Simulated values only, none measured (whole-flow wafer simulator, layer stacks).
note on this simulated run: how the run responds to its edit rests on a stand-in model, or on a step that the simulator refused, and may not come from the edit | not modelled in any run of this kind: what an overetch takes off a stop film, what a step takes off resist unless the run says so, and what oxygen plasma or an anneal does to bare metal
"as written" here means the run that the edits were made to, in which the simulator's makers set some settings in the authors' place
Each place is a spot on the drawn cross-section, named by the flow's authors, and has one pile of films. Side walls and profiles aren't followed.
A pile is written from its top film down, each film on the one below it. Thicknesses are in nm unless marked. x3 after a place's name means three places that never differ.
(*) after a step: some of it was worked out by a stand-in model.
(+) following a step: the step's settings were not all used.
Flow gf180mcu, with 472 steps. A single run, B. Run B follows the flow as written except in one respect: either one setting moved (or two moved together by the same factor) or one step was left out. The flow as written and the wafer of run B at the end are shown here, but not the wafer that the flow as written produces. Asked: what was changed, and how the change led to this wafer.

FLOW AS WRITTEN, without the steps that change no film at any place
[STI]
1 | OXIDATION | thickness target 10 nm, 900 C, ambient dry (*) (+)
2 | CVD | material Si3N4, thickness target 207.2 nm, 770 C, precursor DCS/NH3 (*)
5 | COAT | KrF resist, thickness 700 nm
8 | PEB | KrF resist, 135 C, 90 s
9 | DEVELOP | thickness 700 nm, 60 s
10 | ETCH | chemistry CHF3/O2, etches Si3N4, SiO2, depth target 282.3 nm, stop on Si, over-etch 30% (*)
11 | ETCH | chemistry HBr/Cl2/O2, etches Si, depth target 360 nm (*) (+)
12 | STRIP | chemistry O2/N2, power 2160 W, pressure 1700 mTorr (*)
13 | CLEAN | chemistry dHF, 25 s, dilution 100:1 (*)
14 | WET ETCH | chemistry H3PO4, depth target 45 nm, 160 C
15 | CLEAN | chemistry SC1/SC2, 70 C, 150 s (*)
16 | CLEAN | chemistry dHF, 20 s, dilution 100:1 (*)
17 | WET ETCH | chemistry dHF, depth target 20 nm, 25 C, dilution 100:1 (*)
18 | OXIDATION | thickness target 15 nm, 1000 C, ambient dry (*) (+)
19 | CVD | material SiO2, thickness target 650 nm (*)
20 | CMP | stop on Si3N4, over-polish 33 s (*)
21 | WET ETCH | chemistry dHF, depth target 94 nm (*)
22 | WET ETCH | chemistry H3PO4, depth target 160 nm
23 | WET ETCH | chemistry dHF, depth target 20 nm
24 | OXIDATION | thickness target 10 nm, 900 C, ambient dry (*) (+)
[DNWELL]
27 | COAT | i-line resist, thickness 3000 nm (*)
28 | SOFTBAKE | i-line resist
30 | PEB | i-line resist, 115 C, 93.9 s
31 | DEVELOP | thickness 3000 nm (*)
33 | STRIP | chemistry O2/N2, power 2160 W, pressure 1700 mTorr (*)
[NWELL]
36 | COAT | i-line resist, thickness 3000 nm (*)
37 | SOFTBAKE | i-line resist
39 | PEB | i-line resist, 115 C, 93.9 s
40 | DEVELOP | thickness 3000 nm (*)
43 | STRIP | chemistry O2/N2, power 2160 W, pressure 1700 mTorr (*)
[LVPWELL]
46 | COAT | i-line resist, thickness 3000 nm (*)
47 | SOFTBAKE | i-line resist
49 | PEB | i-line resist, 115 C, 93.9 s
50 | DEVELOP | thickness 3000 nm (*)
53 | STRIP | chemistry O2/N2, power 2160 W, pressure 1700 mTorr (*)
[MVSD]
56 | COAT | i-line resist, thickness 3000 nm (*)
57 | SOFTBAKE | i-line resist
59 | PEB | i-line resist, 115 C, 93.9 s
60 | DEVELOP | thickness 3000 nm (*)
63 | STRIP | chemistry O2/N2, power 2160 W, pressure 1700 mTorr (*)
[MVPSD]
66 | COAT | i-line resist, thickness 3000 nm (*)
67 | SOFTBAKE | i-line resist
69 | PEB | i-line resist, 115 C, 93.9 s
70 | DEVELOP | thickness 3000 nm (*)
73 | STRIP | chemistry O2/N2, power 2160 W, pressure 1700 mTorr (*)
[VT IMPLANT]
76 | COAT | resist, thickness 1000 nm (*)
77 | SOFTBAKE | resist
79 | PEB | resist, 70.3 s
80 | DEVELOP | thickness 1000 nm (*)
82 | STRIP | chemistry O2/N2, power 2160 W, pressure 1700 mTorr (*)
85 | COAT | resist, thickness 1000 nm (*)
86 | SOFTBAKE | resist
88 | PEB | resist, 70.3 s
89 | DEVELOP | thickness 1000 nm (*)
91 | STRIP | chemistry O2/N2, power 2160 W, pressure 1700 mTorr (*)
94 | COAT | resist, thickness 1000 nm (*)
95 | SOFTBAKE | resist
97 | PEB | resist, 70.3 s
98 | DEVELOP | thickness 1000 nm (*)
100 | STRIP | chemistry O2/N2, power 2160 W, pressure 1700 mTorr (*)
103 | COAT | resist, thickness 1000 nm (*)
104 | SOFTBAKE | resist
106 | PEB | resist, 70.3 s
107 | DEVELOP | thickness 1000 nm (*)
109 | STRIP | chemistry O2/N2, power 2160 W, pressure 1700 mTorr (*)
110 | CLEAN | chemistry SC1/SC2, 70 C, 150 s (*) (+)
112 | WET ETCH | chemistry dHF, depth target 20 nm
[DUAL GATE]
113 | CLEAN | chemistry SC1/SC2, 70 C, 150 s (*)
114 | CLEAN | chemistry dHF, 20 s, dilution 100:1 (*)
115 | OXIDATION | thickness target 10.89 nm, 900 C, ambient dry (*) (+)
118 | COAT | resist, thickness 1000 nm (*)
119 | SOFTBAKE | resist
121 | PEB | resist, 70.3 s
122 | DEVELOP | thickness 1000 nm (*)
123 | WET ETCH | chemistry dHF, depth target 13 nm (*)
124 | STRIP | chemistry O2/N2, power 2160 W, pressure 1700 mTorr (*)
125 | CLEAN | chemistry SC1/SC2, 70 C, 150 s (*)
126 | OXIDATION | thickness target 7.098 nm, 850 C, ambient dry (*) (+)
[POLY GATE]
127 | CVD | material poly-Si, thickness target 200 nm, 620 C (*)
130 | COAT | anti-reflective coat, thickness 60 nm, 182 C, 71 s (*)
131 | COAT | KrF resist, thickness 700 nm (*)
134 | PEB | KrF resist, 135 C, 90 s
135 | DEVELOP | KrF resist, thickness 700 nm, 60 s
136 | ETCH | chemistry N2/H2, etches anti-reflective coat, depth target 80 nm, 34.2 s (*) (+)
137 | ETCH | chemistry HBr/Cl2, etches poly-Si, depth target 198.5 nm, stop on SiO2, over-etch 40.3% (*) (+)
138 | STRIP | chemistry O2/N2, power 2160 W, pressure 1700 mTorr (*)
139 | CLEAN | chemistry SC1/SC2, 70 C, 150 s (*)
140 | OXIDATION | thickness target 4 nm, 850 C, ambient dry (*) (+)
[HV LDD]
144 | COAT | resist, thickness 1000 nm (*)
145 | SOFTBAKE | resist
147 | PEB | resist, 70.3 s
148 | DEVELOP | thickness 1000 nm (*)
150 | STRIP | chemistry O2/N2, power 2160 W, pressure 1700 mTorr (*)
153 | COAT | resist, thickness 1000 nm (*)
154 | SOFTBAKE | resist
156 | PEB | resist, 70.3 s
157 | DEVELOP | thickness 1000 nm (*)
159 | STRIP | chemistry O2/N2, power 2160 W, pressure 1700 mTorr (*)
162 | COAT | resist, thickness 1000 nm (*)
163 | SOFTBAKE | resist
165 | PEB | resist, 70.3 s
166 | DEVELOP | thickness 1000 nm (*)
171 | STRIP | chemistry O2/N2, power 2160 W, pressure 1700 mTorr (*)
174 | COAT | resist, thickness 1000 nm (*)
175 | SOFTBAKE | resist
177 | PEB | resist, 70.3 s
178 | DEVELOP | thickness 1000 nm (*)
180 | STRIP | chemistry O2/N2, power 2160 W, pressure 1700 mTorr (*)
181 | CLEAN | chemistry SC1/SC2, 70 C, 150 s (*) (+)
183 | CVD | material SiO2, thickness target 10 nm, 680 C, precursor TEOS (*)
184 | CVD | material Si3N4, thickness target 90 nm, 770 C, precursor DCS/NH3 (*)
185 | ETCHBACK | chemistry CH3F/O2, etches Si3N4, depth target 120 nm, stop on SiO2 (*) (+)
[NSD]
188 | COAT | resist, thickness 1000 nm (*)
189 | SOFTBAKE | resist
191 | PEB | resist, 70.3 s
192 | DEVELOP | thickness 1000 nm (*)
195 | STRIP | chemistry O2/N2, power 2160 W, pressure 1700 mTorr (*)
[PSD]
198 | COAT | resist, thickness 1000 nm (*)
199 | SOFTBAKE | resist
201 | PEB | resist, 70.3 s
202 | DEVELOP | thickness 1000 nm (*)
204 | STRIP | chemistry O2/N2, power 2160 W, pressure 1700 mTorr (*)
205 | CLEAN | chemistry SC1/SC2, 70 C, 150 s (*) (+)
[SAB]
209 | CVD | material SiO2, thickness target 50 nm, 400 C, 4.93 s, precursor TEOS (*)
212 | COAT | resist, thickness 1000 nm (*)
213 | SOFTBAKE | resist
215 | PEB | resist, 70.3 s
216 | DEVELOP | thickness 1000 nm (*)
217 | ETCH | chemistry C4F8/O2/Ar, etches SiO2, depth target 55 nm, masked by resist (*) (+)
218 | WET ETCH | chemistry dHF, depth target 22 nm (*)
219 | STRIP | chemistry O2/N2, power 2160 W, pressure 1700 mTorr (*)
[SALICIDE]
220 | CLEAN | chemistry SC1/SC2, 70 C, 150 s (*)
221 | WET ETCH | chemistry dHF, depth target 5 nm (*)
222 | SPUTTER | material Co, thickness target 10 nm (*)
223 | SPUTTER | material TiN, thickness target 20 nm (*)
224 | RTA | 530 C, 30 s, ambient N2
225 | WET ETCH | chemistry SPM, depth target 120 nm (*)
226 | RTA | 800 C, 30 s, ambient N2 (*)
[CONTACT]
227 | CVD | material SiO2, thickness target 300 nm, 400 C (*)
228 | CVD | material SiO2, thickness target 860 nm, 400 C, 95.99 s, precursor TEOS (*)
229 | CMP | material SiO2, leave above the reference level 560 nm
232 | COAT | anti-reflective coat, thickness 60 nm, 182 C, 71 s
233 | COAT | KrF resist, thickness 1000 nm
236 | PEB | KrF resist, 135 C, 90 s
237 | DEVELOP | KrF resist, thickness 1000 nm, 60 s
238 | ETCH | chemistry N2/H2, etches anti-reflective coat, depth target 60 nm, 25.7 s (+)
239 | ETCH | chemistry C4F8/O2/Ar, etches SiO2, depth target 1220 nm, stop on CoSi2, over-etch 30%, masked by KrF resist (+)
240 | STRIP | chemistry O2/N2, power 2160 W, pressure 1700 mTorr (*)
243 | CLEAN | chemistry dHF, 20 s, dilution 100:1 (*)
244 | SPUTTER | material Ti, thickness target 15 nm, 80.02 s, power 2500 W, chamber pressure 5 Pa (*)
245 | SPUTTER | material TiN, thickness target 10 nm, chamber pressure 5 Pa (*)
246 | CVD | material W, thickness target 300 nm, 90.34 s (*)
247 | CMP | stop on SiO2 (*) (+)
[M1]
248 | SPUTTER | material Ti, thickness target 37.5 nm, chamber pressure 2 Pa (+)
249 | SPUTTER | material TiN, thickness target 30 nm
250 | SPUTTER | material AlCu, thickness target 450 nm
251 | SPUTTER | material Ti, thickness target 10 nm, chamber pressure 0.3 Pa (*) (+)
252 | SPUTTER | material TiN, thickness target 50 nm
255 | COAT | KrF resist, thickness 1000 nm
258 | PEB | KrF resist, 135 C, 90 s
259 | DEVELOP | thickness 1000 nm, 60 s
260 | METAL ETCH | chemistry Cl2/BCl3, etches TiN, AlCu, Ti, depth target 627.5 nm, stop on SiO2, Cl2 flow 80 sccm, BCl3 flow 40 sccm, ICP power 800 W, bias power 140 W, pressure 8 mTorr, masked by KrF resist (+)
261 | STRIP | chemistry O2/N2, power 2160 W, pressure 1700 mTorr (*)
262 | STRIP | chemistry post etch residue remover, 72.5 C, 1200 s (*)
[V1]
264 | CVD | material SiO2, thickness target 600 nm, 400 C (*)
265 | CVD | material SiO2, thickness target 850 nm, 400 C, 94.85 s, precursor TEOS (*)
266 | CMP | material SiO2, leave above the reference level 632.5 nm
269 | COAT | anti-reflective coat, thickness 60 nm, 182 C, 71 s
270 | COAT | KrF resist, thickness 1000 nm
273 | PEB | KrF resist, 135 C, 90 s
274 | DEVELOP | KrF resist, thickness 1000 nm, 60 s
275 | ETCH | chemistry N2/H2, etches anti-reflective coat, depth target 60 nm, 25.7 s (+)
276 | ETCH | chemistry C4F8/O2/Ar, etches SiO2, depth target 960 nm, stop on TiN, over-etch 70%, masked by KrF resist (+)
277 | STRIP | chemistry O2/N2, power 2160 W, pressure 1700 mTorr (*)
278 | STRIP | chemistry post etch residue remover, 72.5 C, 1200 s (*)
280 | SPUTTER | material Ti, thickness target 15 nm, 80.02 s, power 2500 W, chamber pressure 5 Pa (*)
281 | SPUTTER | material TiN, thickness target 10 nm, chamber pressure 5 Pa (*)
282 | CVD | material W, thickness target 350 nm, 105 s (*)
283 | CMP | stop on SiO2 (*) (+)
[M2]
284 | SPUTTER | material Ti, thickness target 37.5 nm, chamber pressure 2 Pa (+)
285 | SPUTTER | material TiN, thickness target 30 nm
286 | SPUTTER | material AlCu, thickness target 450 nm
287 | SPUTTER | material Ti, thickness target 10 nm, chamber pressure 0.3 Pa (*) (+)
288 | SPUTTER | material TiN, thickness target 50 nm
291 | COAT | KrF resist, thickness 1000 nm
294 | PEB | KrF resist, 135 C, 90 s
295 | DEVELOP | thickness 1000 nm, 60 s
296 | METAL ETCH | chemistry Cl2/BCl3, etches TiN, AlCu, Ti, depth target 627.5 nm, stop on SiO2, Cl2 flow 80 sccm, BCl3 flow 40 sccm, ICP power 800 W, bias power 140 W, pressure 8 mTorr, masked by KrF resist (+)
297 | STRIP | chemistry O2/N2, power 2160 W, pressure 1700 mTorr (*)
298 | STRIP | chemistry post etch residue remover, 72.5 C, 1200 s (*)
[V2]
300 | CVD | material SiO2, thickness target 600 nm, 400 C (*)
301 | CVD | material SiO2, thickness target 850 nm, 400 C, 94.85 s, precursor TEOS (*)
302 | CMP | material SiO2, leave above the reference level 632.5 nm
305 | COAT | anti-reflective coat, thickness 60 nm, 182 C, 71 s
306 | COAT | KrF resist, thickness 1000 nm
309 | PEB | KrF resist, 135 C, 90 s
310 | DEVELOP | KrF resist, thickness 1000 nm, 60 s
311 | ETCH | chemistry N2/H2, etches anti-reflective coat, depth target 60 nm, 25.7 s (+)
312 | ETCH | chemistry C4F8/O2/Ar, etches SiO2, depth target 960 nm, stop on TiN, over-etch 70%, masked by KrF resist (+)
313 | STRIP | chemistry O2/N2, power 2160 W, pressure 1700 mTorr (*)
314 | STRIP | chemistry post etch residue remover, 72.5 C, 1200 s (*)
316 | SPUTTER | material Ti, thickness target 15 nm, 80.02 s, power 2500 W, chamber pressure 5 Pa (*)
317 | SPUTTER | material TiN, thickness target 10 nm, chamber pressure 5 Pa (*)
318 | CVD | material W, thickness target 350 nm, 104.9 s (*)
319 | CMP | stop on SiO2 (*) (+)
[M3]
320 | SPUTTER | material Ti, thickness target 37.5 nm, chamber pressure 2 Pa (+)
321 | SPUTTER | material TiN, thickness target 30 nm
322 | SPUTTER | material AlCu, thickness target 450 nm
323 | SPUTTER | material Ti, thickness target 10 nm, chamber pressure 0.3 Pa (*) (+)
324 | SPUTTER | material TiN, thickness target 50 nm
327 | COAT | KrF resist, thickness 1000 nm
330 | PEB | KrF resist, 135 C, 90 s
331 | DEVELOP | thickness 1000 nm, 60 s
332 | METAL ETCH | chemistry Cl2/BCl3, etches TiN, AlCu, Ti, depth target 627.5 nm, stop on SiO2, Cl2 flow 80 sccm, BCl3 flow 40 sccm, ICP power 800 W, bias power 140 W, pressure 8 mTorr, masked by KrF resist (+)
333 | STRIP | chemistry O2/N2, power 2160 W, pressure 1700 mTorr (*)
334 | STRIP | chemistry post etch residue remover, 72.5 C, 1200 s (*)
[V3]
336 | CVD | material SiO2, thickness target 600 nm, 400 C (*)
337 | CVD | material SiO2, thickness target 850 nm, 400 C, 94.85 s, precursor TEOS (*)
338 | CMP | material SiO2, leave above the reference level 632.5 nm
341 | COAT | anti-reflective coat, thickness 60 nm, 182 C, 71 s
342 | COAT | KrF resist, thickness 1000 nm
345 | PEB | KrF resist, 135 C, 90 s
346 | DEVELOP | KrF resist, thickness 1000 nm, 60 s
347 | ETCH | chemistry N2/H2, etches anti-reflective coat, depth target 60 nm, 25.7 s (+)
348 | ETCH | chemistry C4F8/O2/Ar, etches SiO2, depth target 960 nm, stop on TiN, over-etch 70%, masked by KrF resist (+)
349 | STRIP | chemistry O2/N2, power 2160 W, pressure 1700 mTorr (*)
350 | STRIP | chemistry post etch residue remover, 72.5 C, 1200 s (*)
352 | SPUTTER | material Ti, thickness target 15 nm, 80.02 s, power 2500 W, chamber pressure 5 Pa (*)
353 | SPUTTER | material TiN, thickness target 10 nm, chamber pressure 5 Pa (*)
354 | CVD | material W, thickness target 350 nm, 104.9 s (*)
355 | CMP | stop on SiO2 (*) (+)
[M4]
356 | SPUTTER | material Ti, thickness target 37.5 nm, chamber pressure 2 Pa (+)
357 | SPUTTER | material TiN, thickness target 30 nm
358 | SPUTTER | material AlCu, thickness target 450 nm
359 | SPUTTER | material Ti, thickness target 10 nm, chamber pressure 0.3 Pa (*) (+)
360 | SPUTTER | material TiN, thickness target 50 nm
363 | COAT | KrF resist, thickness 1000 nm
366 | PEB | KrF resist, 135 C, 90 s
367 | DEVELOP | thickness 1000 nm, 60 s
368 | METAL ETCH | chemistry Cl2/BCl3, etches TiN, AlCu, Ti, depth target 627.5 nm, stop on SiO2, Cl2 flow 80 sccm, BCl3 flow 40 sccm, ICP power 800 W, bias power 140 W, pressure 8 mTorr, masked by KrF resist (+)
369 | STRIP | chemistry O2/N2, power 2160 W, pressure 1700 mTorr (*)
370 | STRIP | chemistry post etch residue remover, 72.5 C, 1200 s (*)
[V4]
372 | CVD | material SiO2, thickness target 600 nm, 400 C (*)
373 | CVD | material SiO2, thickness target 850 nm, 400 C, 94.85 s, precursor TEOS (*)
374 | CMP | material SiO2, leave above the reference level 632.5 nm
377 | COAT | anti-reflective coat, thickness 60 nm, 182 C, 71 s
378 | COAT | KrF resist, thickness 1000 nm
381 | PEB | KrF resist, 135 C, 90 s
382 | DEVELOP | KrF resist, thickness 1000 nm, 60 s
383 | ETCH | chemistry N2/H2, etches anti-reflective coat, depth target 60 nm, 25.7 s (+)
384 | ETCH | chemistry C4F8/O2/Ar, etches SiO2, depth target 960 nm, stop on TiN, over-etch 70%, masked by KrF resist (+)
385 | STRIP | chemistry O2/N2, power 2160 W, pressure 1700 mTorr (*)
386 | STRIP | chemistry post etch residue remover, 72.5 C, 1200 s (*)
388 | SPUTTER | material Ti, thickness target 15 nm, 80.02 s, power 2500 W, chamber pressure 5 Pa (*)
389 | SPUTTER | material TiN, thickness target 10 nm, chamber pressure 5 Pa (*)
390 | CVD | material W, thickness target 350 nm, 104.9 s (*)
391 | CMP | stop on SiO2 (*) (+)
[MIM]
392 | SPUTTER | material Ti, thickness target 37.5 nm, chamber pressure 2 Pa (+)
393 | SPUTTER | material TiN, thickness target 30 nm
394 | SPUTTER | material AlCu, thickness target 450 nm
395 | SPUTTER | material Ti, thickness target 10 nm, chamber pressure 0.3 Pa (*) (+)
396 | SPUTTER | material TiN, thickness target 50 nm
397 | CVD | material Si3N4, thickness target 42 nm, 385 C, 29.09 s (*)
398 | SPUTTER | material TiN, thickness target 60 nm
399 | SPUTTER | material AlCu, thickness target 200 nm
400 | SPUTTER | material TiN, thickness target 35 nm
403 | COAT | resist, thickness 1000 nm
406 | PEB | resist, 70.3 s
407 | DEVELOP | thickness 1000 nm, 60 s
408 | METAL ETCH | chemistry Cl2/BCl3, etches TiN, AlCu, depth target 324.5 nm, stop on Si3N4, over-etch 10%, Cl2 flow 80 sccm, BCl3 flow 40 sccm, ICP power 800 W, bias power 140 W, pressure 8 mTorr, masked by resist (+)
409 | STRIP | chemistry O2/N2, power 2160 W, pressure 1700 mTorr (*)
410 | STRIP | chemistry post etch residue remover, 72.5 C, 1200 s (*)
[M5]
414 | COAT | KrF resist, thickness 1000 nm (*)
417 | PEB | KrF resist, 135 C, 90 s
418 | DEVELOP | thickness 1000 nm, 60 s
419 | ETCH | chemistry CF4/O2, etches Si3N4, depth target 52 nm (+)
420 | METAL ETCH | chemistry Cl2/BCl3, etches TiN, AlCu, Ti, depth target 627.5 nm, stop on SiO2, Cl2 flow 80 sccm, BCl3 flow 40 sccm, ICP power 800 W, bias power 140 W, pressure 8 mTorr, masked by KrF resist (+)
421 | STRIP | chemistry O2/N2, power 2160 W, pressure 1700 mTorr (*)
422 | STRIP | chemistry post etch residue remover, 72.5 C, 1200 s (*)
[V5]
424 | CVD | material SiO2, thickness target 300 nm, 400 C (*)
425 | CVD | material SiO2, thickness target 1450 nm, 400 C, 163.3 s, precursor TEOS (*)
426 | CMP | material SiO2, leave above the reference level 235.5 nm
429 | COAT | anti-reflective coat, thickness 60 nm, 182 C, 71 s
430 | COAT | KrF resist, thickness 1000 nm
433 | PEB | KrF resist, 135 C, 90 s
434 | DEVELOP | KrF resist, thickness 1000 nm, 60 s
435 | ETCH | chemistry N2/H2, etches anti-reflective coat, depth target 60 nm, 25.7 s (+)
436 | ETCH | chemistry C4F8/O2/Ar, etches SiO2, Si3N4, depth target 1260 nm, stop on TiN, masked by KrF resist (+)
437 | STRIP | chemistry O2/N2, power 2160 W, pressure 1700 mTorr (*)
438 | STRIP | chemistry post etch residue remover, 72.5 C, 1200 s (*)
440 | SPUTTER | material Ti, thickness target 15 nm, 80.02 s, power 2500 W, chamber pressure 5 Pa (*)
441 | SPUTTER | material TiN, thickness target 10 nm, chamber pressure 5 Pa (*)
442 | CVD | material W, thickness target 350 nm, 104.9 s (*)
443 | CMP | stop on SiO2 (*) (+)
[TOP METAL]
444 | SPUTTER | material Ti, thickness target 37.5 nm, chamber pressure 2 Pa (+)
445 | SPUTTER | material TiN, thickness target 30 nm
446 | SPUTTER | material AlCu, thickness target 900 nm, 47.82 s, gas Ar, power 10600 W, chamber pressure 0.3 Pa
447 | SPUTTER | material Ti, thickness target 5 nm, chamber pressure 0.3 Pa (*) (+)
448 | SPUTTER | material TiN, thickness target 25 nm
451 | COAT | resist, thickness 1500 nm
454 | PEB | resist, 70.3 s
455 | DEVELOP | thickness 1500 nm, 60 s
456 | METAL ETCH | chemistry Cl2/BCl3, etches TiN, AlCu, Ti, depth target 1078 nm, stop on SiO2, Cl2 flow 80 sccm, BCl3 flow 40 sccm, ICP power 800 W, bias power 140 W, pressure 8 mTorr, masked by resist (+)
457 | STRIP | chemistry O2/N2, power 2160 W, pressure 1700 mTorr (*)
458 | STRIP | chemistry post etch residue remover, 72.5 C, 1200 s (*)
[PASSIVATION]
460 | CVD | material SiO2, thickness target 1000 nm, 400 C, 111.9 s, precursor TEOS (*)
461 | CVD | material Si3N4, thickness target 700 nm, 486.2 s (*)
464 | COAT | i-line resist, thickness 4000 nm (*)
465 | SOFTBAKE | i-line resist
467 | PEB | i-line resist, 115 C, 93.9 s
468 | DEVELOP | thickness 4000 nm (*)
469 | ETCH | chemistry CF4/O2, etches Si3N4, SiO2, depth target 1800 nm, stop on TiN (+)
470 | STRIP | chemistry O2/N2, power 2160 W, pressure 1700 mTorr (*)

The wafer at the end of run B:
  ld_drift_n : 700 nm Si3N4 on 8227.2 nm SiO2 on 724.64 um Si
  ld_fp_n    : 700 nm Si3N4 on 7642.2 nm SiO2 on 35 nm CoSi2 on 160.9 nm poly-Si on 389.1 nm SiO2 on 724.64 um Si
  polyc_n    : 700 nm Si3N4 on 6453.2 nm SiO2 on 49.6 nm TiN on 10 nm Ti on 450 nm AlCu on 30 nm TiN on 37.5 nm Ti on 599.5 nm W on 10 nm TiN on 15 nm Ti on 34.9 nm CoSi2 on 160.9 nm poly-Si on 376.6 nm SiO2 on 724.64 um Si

What caused this: step 112, WET ETCH: depth target 12.5 nm was run, whereas the flow has depth target 20 nm.

Step by step, how the change led to this:
  112 | WET ETCH | chemistry dHF, depth target 20 nm
      field, field__w2, field__w3 and 43 more: SiO2 loses 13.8 (it would be, as written: SiO2 loses 22)
  130 | COAT | anti-reflective coat, thickness 60 nm, 182 C, 71 s (*)
      p_well, spacer, sd_n: anti-reflective coat gains 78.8 (new film) (it would be, as written: anti-reflective coat gains 70.9 (new film))
      ldn_acc, ldp_acc: anti-reflective coat gains 70.1 (new film) (it would be, as written: anti-reflective coat gains 66.9 (new film))
      (also at 66 further places)
  136 | ETCH | chemistry N2/H2, etches anti-reflective coat, depth target 80 nm, 34.2 s (*) (+)
      p_well, spacer, sd_n: anti-reflective coat loses 78.8 (all of it), poly-Si loses 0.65 (it would be, as written: anti-reflective coat loses 70.9 (all of it), poly-Si loses 0.85)
      field: anti-reflective coat loses 58.9 (all of it), poly-Si loses 1.16 (it would be, as written: anti-reflective coat loses 61.5 (all of it), poly-Si loses 1.09)
      (also at 47 further places)
  138 | STRIP | chemistry O2/N2, power 2160 W, pressure 1700 mTorr (*)
      gate: chemical SiO2 gains 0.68 (new film), KrF resist loses 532 (all of it), anti-reflective coat loses 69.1 (all of it), poly-Si loses 0.3 (it would be, as written: chemical SiO2 gains 0.68 (new film), KrF resist loses 531.7 (all of it), anti-reflective coat loses 65.5 (all of it), poly-Si loses 0.3)
      gate_hv: chemical SiO2 gains 0.68 (new film), KrF resist loses 530 (all of it), anti-reflective coat loses 62.3 (all of it), poly-Si loses 0.3 (it would be, as written: chemical SiO2 gains 0.68 (new film), KrF resist loses 528.4 (all of it), anti-reflective coat loses 61 (all of it), poly-Si loses 0.3)
      (also at 18 further places)
  189 | SOFTBAKE | resist
      active_hv: resist loses 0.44 (it would be, as written: resist gains 2.68)
      active_nat: resist gains 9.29 (it would be, as written: resist gains 5.49)
  199 | SOFTBAKE | resist
      active_hv: resist loses 0.44 (it would be, as written: resist gains 2.68)
      active_nat: resist gains 9.29 (it would be, as written: resist gains 5.49)
  218 | WET ETCH | chemistry dHF, depth target 22 nm (*)
      active: SiO2 loses 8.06 (all of it) (it would be, as written: SiO2 loses 9.01 (all of it))
  223 | SPUTTER | material TiN, thickness target 20 nm (*)
      ld_sd_n: TiN gains 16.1 (new film) (it would be, as written: TiN gains 15.5 (new film))
  225 | WET ETCH | chemistry SPM, depth target 120 nm (*)
      ld_sd_n: TiN loses 16.1 (all of it) (it would be, as written: TiN loses 15.5 (all of it))
  226 | RTA | 800 C, 30 s, ambient N2 (*)
      ld_sd_n: CoSi2 gains 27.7 (new film), CoSi loses 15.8 (all of it), Si loses 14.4 (it would be, as written: CoSi2 gains 28.3 (new film), CoSi loses 16.1 (all of it), Si loses 14.7)
  229 | CMP | material SiO2, leave above the reference level 560 nm
      ldn_sep__w1, ldn_sep__w2, ldn_dft and 8 more: SiO2 loses 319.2 (it would be, as written: SiO2 loses 311)
      sti, mim_1p0, pad, dice_street, iso_nw_fld, iso_fld_sub: SiO2 loses 305.1 (it would be, as written: SiO2 loses 296.8)
      (also at 40 further places)
